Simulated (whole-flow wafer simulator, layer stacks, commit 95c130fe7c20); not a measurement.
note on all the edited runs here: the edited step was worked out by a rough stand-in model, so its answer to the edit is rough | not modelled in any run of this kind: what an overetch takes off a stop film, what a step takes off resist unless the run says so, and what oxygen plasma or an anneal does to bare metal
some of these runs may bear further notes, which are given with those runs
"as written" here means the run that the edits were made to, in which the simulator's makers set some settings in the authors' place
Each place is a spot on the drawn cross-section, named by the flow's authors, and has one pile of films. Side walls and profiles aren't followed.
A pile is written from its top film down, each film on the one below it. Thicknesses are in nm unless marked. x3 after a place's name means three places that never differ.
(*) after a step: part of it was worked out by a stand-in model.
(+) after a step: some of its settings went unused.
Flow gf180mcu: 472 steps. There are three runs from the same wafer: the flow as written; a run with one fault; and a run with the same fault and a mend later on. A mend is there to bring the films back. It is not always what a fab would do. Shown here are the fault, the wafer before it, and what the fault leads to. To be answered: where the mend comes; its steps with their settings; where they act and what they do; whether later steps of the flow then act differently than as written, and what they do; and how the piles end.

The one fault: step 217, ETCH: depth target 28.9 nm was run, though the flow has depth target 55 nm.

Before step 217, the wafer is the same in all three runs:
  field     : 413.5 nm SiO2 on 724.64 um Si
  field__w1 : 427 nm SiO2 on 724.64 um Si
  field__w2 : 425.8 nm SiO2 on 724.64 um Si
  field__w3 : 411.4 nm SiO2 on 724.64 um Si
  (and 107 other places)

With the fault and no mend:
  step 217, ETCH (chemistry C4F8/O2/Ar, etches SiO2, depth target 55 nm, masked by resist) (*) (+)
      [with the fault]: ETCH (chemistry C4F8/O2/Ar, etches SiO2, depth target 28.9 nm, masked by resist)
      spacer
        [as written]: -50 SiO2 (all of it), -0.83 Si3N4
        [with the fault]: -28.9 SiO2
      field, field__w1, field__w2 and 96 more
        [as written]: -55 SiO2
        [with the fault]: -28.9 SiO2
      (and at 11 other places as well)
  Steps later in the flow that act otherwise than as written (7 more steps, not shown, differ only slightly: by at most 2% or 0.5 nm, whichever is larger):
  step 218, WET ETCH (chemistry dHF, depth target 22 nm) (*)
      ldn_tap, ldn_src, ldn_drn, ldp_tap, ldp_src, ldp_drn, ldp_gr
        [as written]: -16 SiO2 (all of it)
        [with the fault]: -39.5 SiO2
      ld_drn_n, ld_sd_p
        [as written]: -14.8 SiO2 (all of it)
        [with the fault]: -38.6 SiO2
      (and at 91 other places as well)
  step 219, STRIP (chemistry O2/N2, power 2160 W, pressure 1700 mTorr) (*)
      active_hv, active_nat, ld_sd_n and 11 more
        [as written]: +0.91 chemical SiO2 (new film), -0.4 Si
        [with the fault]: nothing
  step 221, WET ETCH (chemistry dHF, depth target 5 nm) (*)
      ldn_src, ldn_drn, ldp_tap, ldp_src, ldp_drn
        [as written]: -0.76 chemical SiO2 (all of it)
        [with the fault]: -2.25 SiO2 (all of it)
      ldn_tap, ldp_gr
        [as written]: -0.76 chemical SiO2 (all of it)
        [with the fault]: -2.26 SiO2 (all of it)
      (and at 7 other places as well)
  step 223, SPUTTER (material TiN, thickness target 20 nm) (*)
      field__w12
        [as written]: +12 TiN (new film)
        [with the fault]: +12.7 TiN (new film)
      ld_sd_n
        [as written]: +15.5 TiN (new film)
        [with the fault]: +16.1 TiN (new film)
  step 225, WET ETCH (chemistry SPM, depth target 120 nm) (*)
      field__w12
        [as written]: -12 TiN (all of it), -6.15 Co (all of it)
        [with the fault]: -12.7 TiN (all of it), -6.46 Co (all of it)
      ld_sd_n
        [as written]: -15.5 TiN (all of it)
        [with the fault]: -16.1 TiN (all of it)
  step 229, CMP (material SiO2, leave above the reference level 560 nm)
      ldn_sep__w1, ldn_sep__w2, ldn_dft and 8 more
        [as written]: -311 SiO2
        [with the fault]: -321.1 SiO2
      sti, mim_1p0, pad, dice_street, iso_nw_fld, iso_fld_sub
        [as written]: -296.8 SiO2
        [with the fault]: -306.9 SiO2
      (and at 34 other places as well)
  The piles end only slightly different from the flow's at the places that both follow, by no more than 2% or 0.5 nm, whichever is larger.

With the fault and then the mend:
  After step 217 comes the mend.
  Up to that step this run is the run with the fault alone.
  step 217a, ETCH (chemistry C4F8/O2/Ar, etches SiO2, depth target 26.1 nm, masked by resist) (*) (+) (the flow's step 217 again, with other settings)
      field, field__w1, field__w2 and 96 more
        -26.1 SiO2
      field__w5, field__w9, field__w13 and 8 more
        -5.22 resist
      spacer
        -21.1 SiO2 (all of it), -0.83 Si3N4
  None of the later steps of the flow differs from how it acts as written, at any place that is followed, by more than 2% or 0.5 nm, whichever is larger.
  The piles end only slightly different from the flow's at the places that both follow, by no more than 2% or 0.5 nm, whichever is larger.
